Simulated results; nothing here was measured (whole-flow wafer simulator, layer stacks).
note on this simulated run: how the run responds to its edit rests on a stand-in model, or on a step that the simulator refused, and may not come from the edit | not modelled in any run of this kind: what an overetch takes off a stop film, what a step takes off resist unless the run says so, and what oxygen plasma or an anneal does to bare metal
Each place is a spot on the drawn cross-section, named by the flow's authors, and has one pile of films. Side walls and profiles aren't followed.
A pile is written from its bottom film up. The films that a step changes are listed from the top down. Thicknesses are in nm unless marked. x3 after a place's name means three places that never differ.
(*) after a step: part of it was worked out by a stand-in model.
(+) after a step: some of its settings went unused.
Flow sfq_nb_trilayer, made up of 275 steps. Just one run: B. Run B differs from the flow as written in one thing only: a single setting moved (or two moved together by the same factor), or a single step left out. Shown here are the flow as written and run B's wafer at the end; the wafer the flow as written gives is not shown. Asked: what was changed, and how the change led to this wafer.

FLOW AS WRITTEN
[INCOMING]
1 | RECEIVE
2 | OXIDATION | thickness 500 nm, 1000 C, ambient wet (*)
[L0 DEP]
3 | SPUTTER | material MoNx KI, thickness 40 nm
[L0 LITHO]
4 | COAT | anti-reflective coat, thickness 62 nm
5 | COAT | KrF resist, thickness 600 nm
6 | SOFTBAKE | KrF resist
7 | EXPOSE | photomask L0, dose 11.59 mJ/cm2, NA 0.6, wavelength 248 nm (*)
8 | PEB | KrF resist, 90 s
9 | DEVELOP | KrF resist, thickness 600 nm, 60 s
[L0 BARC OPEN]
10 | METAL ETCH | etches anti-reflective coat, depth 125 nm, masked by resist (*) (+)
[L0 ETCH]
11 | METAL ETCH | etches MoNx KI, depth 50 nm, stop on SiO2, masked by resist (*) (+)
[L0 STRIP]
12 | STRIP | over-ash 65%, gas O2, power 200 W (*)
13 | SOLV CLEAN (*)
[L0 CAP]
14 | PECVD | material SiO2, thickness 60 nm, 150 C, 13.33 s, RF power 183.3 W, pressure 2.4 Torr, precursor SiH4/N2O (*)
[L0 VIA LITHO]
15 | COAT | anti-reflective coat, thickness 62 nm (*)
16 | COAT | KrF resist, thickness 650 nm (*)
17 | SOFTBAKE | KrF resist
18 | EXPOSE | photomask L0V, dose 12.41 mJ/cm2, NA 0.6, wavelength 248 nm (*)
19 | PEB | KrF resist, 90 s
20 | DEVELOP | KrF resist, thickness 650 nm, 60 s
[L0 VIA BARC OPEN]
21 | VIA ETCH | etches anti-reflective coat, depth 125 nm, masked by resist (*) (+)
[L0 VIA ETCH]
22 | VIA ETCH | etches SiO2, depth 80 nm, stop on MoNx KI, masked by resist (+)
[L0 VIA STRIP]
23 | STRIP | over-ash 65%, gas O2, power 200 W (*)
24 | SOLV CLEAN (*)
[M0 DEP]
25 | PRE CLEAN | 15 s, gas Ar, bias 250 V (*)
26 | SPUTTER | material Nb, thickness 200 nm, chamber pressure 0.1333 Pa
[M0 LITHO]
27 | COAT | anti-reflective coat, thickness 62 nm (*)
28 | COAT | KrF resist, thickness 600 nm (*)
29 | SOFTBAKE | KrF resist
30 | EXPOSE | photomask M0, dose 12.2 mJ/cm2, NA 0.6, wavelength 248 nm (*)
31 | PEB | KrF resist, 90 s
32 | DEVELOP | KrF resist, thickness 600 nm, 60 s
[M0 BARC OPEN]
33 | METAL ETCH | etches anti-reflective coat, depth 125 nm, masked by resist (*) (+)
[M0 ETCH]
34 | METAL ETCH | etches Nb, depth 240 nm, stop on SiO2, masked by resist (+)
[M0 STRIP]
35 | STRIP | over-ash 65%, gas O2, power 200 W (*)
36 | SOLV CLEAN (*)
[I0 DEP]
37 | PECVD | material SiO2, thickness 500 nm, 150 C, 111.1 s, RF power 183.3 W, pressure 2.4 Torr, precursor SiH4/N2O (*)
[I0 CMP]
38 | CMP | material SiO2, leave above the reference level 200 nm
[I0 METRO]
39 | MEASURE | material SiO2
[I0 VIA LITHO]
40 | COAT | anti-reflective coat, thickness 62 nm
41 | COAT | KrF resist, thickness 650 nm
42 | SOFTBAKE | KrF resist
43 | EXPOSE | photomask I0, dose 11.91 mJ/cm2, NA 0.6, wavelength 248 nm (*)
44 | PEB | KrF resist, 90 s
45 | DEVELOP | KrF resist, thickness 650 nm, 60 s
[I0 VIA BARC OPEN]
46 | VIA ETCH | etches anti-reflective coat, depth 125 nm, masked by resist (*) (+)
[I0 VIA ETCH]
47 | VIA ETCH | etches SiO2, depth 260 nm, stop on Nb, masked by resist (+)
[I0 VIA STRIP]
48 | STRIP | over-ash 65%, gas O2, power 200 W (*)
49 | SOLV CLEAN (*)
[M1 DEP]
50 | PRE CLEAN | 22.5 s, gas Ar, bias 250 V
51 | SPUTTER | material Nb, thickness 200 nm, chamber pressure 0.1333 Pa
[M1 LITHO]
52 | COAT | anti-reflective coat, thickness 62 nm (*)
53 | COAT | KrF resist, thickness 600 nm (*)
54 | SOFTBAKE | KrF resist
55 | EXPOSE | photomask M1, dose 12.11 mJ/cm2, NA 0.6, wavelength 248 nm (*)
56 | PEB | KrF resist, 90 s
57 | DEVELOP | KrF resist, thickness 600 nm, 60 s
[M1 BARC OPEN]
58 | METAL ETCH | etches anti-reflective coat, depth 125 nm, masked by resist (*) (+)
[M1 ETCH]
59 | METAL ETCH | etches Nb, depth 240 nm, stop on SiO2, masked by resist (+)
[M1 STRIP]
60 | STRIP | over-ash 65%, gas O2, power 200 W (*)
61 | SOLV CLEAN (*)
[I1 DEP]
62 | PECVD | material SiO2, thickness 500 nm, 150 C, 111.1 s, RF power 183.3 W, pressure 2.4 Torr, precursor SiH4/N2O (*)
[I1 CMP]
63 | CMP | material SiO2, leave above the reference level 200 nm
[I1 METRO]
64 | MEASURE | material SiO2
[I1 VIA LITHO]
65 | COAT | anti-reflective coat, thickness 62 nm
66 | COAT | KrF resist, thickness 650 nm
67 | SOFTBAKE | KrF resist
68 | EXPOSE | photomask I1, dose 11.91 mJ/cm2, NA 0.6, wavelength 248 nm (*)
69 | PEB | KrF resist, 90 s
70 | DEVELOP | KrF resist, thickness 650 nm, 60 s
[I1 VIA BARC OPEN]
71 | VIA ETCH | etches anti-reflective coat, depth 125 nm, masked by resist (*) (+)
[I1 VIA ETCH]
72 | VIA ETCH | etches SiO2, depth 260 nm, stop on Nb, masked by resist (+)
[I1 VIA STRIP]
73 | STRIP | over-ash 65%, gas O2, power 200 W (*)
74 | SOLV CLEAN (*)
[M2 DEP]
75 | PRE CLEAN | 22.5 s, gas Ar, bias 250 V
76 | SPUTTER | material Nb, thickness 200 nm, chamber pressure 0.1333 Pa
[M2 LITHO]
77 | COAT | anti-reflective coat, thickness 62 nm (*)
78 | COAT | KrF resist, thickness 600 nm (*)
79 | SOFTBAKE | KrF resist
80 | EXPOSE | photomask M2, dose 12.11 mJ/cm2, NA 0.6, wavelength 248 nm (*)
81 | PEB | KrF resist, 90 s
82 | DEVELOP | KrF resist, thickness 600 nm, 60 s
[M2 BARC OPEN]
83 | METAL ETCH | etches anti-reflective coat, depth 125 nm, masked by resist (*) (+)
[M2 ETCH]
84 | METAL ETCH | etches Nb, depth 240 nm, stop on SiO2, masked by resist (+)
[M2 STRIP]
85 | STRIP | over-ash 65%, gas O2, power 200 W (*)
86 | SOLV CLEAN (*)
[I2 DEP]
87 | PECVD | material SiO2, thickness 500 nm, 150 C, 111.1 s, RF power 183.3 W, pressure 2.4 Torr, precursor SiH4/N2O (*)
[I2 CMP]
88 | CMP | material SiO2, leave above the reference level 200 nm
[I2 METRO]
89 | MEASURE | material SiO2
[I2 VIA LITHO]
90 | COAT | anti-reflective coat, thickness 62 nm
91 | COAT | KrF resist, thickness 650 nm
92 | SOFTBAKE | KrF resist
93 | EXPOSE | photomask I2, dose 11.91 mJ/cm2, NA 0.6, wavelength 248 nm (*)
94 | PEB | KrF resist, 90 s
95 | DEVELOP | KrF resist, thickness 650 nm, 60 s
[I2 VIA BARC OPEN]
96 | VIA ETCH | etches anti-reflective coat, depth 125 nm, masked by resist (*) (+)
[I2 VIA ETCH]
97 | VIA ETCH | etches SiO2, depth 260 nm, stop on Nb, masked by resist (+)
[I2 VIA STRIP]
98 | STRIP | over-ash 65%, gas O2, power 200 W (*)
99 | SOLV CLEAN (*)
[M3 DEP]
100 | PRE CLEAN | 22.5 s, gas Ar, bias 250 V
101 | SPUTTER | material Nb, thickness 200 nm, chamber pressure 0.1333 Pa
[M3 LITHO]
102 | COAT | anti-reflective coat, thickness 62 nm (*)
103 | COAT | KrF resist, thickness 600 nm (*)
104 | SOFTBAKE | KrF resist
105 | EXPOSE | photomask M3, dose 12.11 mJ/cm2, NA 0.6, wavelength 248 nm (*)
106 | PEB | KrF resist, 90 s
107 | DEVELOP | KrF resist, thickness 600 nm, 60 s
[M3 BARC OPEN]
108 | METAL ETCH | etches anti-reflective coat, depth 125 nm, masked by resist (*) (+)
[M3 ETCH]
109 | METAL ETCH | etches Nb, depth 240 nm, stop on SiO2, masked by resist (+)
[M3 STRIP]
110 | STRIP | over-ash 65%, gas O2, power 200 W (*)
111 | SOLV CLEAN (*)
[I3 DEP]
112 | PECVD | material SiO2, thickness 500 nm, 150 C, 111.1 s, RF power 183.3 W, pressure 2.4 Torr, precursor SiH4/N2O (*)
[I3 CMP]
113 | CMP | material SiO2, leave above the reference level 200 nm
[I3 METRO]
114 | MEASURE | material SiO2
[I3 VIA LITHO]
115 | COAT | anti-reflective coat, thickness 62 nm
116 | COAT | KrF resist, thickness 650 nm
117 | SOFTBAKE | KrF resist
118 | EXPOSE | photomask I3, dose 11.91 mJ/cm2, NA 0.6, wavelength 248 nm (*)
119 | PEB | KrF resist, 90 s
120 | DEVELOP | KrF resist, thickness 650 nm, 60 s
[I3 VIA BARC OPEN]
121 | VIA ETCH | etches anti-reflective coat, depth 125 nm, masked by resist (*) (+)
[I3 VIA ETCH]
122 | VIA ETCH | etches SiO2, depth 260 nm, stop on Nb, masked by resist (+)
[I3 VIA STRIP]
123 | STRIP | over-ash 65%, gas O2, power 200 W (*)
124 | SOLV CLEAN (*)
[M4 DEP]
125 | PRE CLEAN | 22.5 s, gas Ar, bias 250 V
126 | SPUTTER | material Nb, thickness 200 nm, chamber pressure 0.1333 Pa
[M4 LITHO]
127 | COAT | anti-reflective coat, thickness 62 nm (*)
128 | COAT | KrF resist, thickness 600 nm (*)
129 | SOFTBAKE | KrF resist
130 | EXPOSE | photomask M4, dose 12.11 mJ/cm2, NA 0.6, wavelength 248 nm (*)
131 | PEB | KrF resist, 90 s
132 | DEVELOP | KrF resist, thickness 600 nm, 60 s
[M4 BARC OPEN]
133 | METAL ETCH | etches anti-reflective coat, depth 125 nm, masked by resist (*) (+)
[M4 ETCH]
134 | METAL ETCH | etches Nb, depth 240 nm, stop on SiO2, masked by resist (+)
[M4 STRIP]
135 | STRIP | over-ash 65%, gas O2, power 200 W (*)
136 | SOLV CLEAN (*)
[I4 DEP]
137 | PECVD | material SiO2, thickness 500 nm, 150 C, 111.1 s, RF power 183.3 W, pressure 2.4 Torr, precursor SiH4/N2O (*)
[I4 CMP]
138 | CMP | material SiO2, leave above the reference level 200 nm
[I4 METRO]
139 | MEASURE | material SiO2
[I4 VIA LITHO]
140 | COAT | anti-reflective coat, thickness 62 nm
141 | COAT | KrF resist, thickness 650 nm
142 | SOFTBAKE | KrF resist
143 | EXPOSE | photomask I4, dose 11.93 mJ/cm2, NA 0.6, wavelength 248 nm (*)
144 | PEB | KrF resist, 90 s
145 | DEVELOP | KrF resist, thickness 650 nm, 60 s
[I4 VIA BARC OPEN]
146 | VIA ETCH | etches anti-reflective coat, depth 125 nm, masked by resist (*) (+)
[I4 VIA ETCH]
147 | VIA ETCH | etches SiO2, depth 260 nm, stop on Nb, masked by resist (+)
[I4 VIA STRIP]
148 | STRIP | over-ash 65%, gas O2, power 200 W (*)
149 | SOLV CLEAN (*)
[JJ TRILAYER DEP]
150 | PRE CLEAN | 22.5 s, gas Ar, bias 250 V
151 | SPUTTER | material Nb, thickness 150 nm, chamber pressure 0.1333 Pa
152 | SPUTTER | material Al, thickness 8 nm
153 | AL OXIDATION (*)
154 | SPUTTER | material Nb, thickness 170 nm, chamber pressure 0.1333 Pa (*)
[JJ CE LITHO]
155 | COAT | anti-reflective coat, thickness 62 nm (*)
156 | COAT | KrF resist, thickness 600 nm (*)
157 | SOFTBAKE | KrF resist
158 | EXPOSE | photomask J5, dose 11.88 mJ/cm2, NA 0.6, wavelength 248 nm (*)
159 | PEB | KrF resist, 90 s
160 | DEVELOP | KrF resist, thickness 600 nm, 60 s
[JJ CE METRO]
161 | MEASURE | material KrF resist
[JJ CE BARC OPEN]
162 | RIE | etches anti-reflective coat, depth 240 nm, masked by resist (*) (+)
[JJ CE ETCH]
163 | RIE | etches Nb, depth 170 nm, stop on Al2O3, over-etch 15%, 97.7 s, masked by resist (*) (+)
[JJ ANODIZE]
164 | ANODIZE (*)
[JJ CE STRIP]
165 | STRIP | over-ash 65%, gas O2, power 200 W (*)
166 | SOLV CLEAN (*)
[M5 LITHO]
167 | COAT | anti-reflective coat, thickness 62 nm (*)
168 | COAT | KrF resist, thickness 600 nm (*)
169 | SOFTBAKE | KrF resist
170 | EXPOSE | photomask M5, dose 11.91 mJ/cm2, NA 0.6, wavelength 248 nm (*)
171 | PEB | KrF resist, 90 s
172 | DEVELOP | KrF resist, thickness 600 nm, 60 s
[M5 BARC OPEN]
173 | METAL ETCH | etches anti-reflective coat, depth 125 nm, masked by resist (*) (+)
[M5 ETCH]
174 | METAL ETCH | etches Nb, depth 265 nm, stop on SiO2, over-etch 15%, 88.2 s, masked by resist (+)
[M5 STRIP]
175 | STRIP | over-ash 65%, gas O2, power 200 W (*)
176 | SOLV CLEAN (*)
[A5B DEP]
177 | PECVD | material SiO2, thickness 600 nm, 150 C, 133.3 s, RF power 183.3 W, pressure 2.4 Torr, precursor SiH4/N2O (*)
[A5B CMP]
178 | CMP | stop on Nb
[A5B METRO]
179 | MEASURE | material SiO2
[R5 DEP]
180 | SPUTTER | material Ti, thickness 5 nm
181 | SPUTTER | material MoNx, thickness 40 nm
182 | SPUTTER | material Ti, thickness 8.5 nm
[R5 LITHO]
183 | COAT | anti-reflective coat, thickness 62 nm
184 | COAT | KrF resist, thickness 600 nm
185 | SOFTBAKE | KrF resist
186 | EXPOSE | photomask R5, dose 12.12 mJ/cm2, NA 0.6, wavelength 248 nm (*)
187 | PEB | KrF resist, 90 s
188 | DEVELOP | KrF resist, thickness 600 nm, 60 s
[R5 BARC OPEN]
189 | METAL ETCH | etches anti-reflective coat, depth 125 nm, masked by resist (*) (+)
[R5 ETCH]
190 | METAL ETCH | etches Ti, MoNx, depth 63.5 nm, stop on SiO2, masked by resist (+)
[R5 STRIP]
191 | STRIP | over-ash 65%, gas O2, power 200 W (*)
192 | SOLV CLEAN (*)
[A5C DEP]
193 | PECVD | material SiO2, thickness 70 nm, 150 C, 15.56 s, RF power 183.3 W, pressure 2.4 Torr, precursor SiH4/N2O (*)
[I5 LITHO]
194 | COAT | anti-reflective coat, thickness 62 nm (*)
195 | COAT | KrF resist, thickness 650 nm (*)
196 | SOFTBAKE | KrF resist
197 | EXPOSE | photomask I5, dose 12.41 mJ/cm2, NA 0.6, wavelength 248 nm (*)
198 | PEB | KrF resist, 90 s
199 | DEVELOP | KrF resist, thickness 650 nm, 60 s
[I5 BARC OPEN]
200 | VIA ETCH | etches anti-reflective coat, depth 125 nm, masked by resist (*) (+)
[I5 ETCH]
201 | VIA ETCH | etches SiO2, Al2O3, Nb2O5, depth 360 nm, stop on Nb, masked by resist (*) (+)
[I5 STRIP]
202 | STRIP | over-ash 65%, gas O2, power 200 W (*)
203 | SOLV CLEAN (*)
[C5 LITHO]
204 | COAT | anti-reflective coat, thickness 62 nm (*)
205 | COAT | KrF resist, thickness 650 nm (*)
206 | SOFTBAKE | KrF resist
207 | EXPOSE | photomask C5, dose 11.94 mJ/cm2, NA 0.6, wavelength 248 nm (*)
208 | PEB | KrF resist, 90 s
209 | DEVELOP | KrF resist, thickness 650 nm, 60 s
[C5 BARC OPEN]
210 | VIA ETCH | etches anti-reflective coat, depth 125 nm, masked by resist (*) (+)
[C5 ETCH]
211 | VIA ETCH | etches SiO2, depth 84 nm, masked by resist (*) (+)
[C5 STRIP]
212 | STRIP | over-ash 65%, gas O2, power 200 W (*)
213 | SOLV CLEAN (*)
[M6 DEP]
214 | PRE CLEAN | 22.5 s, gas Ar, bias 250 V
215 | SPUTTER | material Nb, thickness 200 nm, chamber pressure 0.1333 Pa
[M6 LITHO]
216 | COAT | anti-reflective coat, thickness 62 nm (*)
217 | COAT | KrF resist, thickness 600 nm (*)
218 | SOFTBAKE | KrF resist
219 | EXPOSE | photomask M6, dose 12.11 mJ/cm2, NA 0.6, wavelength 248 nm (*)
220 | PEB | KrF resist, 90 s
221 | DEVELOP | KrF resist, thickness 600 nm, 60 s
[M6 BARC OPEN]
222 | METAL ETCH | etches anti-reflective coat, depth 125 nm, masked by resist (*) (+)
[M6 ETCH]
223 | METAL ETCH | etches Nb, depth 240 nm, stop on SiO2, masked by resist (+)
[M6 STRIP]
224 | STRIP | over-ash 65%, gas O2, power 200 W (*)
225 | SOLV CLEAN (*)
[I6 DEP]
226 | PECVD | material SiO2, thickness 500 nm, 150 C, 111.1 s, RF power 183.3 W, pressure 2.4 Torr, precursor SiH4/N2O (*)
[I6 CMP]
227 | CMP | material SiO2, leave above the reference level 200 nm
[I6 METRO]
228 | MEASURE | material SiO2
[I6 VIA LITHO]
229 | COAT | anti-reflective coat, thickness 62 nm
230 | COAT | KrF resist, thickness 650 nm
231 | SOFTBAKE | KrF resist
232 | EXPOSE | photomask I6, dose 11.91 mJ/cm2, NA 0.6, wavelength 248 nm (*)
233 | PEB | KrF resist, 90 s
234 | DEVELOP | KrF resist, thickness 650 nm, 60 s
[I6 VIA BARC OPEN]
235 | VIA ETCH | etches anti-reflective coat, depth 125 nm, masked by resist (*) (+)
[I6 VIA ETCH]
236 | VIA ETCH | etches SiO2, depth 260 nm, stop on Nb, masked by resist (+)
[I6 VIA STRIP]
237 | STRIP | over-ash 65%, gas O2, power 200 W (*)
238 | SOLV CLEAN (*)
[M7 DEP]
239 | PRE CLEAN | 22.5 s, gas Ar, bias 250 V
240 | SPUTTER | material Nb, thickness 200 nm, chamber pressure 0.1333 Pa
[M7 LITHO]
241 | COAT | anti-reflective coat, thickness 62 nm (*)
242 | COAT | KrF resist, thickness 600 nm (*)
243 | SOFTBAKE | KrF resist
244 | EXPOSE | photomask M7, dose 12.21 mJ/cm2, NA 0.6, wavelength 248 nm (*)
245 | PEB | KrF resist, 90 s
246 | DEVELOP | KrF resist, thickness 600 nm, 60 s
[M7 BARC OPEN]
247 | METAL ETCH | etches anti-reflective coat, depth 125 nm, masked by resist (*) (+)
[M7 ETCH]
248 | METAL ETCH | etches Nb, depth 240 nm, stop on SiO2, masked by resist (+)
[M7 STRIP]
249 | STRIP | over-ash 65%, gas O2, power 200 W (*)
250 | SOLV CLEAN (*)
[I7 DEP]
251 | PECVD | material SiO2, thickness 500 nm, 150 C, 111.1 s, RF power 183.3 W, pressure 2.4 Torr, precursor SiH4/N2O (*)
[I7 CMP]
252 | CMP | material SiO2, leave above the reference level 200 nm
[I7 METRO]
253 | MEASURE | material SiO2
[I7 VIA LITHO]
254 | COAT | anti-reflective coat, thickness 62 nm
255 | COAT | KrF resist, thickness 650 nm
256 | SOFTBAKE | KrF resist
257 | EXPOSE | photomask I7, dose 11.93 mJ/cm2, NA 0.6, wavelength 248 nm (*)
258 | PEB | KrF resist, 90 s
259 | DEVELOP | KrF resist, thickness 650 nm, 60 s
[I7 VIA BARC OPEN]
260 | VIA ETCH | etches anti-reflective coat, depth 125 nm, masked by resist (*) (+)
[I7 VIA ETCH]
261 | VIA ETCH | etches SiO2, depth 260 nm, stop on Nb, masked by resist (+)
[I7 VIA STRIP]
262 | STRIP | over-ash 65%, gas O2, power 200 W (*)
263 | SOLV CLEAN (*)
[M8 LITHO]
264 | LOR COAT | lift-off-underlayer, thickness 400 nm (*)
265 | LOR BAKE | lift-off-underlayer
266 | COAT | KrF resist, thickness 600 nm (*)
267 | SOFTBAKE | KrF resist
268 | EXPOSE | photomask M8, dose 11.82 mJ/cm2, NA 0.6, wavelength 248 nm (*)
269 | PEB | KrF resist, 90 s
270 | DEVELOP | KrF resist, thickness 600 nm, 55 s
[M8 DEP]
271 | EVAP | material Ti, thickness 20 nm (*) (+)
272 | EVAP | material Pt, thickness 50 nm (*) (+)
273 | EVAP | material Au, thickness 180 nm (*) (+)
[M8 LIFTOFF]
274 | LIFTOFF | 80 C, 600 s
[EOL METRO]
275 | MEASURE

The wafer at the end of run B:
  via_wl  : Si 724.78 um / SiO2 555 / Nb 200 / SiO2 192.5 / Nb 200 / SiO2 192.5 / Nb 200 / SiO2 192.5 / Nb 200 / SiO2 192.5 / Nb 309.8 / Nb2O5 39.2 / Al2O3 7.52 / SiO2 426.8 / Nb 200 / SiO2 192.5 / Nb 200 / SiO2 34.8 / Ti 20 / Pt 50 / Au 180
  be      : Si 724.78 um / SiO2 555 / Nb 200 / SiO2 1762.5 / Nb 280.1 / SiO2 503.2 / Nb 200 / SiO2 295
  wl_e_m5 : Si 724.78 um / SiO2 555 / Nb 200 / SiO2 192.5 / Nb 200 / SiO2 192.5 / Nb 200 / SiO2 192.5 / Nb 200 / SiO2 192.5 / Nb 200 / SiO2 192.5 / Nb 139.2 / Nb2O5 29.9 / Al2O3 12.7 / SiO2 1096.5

What caused this: step 252, CMP: leave above the reference level 295 nm was run, while the flow as written has leave above the reference level 200 nm.
The wafer itself shows it: be has SiO2 295, and step 252 as written asks for 200 nm.

How this came from the change, step by step:
  252 | CMP | material SiO2, leave above the reference level 200 nm
      field_r, lsp_l: nothing (in the flow as written it would be: SiO2 loses 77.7)
      l0_sur, l0v: nothing (in the flow as written it would be: SiO2 loses 87.8)
      (and at 102 other places as well)
  254 | COAT | anti-reflective coat, thickness 62 nm
      moat: anti-reflective coat gains 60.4 (new film) (in the flow as written it would be: anti-reflective coat gains 62 (new film))
      field_r: anti-reflective coat gains 68.4 (new film) (in the flow as written it would be: anti-reflective coat gains 62 (new film))
      (and at 4 other places as well)
  261 | VIA ETCH | etches SiO2, depth 260 nm, stop on Nb, masked by resist (+)
      via_wl, via_w, via_wr: SiO2 loses 260 (in the flow as written it would be: SiO2 loses 199.8 (all of it))
  262 | STRIP | over-ash 65%, gas O2, power 200 W (*)
      moat: KrF resist loses 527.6 (all of it), anti-reflective coat loses 60.4 (all of it) (in the flow as written it would be: KrF resist loses 528.6 (all of it), anti-reflective coat loses 62 (all of it))
      field_r: KrF resist loses 535.3 (all of it), anti-reflective coat loses 68.4 (all of it) (in the flow as written it would be: KrF resist loses 528.6 (all of it), anti-reflective coat loses 62 (all of it))
      (and at 4 other places as well)
  264 | LOR COAT | lift-off-underlayer, thickness 400 nm (*)
      via_wl, via_wr: lift-off-underlayer gains 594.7 (new film) (in the flow as written it would be: lift-off-underlayer gains 549.8 (new film))
      v_sur: lift-off-underlayer gains 360.2 (new film) (in the flow as written it would be: lift-off-underlayer gains 369.4 (new film))
      (and at 3 other places as well)
  270 | DEVELOP | KrF resist, thickness 600 nm, 55 s
      v_sur: KrF resist loses 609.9 (all of it), lift-off-underlayer loses 360.2 (all of it) (in the flow as written it would be: KrF resist loses 607.3 (all of it), lift-off-underlayer loses 369.4 (all of it))
      via_wl: KrF resist loses 631.3 (all of it), lift-off-underlayer loses 594.7 (all of it) (in the flow as written it would be: KrF resist loses 623.9 (all of it), lift-off-underlayer loses 549.8 (all of it))
      (and at 2 other places as well)
  274 | LIFTOFF | 80 C, 600 s
      field_r: Au loses 180 (all of it), Pt loses 50 (all of it), Ti loses 20 (all of it), KrF resist loses 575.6 (all of it), lift-off-underlayer loses 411 (all of it) (in the flow as written it would be: Au loses 180 (all of it), Pt loses 50 (all of it), Ti loses 20 (all of it), KrF resist loses 573.5 (all of it), lift-off-underlayer loses 399.6 (all of it))
      lsp_l: Au loses 180 (all of it), Pt loses 50 (all of it), Ti loses 20 (all of it), KrF resist loses 576.1 (all of it), lift-off-underlayer loses 410.4 (all of it) (in the flow as written it would be: Au loses 180 (all of it), Pt loses 50 (all of it), Ti loses 20 (all of it), KrF resist loses 573.4 (all of it), lift-off-underlayer loses 399.6 (all of it))
If metal films that touch count as one body, via_wl has 8 bodies (between them, from the top down: SiO2 34.8; SiO2 192.5; SiO2 426.8 / Al2O3 7.52 / Nb2O5 39.2; SiO2 192.5; SiO2 192.5; SiO2 192.5; SiO2 192.5); the flow as written gives 7 bodies (between them, from the top down: SiO2 192.5; SiO2 426.8 / Al2O3 7.52 / Nb2O5 39.2; SiO2 192.5; SiO2 192.5; SiO2 192.5; SiO2 192.5).
